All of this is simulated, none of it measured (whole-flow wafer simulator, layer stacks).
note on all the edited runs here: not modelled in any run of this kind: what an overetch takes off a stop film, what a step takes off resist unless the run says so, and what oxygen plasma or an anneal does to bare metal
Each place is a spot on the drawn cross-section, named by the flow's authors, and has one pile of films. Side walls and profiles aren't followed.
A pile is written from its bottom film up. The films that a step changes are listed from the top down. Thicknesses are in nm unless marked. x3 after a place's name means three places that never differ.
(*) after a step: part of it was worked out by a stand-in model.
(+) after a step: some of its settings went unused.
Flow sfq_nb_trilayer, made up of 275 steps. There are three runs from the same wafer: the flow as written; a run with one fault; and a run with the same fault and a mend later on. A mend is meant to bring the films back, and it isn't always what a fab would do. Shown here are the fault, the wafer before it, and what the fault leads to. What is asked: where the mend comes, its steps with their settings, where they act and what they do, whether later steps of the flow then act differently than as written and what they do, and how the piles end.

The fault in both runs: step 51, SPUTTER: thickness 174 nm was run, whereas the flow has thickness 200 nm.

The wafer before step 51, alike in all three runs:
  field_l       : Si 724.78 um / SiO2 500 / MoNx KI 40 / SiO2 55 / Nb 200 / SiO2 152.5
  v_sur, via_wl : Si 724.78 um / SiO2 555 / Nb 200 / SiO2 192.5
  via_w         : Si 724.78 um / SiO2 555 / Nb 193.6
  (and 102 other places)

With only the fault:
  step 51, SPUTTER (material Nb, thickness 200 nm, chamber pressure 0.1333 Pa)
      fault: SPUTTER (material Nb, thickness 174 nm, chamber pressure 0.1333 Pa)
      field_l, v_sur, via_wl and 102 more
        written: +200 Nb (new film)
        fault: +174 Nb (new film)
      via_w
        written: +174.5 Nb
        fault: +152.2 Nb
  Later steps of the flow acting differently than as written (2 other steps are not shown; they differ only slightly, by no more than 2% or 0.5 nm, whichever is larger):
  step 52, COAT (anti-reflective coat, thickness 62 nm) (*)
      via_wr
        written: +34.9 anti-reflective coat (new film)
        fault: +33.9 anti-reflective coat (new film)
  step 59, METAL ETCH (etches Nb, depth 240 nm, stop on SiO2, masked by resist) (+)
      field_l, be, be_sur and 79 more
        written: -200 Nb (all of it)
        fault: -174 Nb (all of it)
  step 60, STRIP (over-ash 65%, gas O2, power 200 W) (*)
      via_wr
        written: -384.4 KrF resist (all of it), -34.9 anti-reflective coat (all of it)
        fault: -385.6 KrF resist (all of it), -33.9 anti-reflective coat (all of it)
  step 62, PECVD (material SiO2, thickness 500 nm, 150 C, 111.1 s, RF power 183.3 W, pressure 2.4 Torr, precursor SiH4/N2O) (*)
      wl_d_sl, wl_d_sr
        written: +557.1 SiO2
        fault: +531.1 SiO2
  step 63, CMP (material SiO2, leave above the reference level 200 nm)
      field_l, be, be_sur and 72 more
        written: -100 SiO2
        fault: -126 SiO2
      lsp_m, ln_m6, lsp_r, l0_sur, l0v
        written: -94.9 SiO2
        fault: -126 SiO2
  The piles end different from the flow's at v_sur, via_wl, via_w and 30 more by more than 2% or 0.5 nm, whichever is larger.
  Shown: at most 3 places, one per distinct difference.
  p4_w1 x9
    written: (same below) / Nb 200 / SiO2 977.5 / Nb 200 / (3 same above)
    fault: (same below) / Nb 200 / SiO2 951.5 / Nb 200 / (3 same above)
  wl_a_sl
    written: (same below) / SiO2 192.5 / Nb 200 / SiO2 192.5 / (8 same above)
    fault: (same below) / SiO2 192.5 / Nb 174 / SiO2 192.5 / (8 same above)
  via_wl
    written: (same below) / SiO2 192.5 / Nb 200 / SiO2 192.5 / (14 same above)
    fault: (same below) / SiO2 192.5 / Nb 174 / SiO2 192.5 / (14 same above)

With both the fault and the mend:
  The mend stands after step 51.
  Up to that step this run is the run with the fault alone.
  step 51a, SPUTTER (material Nb, thickness 26 nm, chamber pressure 0.1333 Pa) (the flow's step 51, run once more with other settings)
      field_l, v_sur, via_wl and 102 more
        +26 Nb
      via_w
        +20.1 Nb
  None of the later steps of the flow differs from how it acts as written, at any place that is followed, by more than 2% or 0.5 nm, whichever is larger.
  At the end the piles are close to the flow's at the places that both follow, differing by at most 2% or 0.5 nm, whichever is larger.
